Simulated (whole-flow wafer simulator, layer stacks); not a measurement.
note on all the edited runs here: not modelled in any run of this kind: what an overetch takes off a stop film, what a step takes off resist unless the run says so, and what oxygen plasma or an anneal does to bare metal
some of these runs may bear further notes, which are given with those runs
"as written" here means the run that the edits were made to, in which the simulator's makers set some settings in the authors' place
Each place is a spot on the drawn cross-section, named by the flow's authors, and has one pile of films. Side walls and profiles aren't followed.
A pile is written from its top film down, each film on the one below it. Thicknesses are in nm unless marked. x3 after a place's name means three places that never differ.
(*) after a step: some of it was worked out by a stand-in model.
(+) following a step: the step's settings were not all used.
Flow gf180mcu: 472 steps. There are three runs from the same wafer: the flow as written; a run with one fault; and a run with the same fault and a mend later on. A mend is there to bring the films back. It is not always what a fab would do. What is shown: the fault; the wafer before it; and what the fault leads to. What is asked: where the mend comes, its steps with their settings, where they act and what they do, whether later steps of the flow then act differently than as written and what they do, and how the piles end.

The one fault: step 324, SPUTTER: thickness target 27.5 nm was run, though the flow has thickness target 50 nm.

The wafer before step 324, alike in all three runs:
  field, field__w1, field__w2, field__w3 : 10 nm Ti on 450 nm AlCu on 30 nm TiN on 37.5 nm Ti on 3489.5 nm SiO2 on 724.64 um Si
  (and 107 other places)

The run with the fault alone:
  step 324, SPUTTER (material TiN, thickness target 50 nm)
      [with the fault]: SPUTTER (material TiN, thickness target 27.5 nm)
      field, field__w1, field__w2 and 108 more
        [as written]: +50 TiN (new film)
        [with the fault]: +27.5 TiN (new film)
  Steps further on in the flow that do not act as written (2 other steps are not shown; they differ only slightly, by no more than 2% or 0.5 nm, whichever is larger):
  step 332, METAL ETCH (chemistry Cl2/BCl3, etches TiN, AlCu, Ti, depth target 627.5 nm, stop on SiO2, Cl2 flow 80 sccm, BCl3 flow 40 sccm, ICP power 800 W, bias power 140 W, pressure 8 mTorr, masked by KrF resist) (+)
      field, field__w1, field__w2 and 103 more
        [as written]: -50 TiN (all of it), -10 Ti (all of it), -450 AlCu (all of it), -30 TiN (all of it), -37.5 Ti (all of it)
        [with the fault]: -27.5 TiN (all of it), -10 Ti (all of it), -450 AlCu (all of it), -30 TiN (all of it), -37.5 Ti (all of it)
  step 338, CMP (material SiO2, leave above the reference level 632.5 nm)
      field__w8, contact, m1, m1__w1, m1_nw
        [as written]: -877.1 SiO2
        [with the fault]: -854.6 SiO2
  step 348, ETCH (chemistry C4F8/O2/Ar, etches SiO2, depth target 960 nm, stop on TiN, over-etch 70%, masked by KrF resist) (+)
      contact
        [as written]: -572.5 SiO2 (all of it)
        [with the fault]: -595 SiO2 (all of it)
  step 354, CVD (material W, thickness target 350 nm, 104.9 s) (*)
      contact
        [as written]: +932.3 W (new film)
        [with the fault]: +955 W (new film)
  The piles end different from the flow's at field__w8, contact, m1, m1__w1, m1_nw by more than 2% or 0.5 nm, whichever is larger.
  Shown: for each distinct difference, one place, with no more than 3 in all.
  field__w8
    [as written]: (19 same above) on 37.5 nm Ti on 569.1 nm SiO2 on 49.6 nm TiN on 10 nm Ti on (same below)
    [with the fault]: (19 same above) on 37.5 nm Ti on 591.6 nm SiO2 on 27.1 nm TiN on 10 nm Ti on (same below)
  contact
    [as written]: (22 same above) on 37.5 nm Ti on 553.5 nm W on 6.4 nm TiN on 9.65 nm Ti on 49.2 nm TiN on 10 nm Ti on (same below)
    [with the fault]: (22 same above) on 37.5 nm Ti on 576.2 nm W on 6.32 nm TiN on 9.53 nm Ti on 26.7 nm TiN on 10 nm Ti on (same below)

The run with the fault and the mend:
  After step 331 comes the mend.
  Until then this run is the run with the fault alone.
  step 331a, STRIP (chemistry O2/N2, power 2160 W, pressure 1700 mTorr) (*)
      field__w8, contact, m1, m1__w1, m1_nw
        -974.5 KrF resist (all of it)
  step 331b, SPUTTER (material TiN, thickness target 22.5 nm) (the flow's step 324, run once more with other settings)
      field, field__w1, field__w2 and 108 more
        +22.5 TiN
  step 331c, HMDS (120 C, 60 s) (the flow's step 326, run once more)
      does not change any film at any place that is followed
  step 331d, COAT (KrF resist, thickness 1000 nm) (the flow's step 327, run once more)
      field, field__w1, field__w2 and 108 more
        +1000 KrF resist (new film)
  step 331e, SOFTBAKE (KrF resist) (the flow's step 328, run once more)
      does not change any film at any place that is followed
  step 331f, EXPOSE (photomask Metal3) (the flow's step 329, run once more)
      does not change any film at any place that is followed
  step 331g, PEB (KrF resist, 135 C, 90 s) (the flow's step 330, run once more)
      field, field__w1, field__w2 and 108 more
        -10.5 KrF resist
  step 331h, DEVELOP (thickness 1000 nm, 60 s) (the flow's step 331, run once more)
      field, field__w1, field__w2 and 103 more
        -989.5 KrF resist (all of it)
      field__w8, contact, m1, m1__w1, m1_nw
        -14.9 KrF resist
  Later steps of the flow that are run all act as written at every place that is followed.
  At every place that both follow, the piles at the end match the flow's.
